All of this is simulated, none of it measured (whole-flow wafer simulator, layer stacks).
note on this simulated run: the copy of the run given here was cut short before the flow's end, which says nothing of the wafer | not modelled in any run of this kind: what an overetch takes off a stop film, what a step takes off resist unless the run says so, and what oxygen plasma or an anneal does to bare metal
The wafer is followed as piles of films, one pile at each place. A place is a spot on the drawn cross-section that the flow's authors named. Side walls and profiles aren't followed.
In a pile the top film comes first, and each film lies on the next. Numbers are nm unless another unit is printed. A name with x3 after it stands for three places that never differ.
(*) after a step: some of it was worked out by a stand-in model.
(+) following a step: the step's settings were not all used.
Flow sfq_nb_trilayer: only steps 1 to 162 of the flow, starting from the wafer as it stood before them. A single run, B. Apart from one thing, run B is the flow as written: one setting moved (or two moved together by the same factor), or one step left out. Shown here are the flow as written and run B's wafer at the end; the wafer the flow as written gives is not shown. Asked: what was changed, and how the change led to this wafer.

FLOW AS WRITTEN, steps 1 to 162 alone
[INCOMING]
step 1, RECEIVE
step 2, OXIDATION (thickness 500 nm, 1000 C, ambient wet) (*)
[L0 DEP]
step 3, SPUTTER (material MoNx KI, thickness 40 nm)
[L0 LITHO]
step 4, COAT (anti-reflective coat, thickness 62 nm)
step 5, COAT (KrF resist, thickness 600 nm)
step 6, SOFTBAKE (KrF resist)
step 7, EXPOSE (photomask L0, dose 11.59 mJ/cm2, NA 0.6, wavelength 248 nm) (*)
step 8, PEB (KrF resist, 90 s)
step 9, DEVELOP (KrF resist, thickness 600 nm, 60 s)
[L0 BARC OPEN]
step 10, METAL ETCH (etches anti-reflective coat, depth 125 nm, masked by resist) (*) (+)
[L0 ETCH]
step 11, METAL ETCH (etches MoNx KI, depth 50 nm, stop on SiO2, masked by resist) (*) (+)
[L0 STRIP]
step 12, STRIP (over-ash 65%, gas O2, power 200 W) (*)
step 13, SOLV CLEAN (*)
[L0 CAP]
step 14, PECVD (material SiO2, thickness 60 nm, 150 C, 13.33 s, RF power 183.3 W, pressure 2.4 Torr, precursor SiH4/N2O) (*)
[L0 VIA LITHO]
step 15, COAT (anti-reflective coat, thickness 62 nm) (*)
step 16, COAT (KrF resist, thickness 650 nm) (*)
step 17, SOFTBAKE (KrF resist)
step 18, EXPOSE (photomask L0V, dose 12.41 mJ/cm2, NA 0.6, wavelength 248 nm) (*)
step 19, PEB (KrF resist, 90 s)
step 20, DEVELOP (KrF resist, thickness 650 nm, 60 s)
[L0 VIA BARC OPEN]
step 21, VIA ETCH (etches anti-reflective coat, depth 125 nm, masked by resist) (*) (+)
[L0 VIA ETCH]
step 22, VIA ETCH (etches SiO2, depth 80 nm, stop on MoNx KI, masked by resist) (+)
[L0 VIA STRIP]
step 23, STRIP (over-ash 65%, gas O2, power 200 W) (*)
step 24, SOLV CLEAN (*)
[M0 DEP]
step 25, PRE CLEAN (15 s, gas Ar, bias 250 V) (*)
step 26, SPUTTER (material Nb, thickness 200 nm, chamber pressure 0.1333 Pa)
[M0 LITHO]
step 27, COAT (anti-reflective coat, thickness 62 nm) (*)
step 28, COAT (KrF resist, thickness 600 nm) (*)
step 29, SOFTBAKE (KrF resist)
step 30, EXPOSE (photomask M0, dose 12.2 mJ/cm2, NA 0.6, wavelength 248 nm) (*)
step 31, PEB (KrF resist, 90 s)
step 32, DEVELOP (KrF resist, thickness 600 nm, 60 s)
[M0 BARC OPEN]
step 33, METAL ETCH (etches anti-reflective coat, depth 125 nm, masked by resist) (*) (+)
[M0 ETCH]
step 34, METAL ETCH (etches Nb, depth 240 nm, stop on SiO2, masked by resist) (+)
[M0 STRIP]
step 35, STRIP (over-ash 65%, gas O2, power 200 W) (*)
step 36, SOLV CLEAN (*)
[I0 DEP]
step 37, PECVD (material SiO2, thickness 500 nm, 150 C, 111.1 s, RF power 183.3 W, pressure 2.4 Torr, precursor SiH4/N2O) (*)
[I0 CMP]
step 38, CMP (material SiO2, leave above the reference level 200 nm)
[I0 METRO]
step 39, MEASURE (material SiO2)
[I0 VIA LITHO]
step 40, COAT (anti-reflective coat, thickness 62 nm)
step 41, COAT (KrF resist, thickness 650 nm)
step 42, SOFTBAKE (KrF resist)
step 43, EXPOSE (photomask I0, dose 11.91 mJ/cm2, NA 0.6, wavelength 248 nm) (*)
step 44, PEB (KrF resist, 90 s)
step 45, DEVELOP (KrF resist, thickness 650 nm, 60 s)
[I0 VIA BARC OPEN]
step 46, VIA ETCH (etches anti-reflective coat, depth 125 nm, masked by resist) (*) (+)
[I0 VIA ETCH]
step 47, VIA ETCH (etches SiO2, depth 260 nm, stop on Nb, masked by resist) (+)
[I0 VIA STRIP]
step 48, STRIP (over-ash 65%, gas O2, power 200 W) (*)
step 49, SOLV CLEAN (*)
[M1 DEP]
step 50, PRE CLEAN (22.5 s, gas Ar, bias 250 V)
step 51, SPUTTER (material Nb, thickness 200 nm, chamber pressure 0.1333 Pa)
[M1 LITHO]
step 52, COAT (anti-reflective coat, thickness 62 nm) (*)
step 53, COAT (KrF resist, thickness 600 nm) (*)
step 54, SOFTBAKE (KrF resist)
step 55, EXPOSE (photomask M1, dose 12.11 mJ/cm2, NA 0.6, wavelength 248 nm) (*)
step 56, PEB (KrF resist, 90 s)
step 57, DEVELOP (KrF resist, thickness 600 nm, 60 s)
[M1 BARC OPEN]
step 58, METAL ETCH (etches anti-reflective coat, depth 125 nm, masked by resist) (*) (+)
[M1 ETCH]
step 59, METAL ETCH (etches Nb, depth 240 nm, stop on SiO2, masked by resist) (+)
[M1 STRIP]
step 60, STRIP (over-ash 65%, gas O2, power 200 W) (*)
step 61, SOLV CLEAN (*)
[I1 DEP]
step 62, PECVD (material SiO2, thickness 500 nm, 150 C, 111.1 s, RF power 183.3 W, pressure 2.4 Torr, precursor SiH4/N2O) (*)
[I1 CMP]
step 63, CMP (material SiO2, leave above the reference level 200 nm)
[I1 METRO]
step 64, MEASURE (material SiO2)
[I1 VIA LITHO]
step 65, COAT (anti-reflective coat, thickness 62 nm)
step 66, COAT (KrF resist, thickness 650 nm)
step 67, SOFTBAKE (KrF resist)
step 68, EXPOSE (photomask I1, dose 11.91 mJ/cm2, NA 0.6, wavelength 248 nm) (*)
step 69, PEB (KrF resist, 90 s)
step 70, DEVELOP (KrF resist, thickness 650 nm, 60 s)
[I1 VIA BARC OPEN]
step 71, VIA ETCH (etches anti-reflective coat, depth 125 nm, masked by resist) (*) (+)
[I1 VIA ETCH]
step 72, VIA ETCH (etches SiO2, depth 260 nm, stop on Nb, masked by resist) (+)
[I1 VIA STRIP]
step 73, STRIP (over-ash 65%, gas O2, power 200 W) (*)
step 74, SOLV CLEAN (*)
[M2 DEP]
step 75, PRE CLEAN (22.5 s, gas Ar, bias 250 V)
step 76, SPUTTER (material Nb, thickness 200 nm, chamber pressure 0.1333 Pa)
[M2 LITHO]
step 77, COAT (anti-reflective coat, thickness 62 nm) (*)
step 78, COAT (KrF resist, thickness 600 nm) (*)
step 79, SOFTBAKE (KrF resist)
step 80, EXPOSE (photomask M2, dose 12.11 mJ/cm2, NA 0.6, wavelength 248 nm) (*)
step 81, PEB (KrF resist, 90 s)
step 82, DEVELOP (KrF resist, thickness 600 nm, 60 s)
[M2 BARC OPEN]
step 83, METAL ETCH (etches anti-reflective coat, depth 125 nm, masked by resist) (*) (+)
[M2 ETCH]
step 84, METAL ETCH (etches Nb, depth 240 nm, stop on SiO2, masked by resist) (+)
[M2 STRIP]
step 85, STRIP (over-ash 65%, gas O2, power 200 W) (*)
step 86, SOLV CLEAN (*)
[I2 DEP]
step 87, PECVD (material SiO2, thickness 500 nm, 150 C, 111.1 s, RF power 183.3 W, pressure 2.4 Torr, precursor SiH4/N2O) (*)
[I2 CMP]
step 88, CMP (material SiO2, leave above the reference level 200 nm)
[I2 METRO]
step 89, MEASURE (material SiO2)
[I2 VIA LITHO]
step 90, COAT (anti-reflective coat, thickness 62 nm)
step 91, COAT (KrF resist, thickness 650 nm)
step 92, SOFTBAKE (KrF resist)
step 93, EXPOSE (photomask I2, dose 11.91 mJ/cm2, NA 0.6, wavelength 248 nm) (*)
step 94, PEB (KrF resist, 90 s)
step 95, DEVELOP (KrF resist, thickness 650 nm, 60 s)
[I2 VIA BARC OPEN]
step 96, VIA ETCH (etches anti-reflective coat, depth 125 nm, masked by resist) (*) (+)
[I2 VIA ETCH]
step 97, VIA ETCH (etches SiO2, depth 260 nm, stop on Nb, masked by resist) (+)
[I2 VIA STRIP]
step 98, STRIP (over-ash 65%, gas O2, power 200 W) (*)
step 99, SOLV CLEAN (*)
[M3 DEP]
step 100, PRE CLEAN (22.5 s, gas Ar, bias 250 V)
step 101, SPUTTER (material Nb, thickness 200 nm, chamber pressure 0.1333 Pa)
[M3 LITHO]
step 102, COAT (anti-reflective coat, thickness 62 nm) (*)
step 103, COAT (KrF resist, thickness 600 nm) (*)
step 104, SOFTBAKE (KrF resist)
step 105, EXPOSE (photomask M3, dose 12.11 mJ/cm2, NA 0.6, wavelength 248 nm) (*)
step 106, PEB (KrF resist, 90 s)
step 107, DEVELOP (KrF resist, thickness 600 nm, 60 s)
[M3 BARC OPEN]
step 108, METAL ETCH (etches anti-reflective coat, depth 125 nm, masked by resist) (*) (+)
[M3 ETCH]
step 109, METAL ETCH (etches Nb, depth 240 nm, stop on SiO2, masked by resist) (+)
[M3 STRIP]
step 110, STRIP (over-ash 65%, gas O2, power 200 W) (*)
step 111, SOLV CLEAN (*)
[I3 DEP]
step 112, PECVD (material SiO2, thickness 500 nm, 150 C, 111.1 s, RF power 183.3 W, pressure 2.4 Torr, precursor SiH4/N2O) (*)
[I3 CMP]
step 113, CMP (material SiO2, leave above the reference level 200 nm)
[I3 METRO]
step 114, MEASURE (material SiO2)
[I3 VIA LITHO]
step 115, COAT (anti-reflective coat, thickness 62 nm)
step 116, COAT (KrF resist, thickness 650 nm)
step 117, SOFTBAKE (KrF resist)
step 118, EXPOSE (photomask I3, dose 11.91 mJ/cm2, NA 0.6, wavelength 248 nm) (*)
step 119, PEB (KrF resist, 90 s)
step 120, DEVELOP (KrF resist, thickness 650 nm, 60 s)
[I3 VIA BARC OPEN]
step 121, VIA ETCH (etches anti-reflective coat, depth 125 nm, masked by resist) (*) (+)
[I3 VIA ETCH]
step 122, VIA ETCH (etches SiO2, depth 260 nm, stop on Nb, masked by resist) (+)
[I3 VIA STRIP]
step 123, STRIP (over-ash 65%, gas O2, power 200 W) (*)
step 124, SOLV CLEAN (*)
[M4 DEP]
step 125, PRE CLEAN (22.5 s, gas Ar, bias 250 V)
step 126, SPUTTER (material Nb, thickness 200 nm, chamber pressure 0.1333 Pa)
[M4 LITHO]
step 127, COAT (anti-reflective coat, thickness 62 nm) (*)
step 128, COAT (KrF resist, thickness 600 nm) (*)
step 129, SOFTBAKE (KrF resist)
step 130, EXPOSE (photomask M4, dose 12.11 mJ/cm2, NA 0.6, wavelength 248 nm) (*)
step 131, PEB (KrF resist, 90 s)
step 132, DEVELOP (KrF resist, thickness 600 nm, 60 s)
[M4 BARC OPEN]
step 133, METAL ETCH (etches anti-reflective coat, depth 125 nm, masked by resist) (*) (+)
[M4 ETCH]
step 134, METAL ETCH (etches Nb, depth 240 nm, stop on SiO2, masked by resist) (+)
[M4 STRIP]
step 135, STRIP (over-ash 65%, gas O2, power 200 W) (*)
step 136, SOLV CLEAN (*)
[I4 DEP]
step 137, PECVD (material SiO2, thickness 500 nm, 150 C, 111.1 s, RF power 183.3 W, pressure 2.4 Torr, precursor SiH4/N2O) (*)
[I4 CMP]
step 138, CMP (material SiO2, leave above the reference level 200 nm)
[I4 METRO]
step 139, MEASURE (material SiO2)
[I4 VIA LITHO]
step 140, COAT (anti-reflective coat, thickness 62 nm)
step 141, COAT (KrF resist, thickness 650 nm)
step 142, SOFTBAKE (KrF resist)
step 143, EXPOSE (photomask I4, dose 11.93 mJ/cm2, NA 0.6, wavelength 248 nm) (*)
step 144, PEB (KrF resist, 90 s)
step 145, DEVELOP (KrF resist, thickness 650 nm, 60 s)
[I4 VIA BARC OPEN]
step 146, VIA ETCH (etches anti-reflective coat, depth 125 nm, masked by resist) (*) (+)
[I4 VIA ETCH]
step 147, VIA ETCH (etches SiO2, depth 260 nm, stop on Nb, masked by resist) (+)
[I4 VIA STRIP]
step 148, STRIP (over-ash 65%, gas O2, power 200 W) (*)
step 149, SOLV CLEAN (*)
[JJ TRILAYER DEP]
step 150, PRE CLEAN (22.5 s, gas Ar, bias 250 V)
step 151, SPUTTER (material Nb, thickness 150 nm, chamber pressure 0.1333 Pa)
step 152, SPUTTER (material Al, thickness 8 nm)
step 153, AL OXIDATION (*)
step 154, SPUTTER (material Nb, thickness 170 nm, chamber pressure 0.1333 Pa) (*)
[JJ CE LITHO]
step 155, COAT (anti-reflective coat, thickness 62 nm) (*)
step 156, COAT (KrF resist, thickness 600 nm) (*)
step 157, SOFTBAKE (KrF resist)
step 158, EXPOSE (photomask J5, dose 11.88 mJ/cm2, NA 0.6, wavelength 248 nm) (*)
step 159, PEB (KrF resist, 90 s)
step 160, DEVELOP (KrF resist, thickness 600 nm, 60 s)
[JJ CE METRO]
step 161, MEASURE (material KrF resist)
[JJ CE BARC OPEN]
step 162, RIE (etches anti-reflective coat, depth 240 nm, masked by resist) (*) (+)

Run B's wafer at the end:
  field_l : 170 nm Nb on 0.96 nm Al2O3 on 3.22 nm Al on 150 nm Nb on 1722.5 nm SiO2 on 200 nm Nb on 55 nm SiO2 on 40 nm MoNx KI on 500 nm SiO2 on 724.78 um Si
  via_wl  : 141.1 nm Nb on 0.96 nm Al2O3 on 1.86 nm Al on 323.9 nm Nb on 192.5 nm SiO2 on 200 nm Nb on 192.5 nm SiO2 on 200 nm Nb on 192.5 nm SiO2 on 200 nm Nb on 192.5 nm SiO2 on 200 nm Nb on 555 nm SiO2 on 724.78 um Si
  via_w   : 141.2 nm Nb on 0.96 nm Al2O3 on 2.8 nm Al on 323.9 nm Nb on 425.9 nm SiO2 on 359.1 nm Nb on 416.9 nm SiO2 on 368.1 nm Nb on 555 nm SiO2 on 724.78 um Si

What caused this: step 152, SPUTTER: thickness 3.8 nm was run, though the flow has thickness 8 nm.

How this came from the change, step by step:
  step 152, SPUTTER (material Al, thickness 8 nm)
      field_l, v_sur, via_sp and 100 more: Al gains 3.8 (new film) (as written it would have been: Al gains 8 (new film))
      via_wl, via_wr: Al gains 2.44 (new film) (as written it would have been: Al gains 5.14 (new film))
      (as well as at 1 more place)
  step 155, COAT (anti-reflective coat, thickness 62 nm) (*)
      via_wl, via_wr: anti-reflective coat gains 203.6 (new film) (as written it would have been: anti-reflective coat gains 209.4 (new film))
  step 162, RIE (etches anti-reflective coat, depth 240 nm, masked by resist) (*) (+)
      ce_l, c5j, ce_r, wl_jj: KrF resist loses 203.6 (as written it would have been: KrF resist loses 209.4)
      via_wl, via_wr: anti-reflective coat loses 203.6 (all of it) (as written it would have been: anti-reflective coat loses 209.4 (all of it))
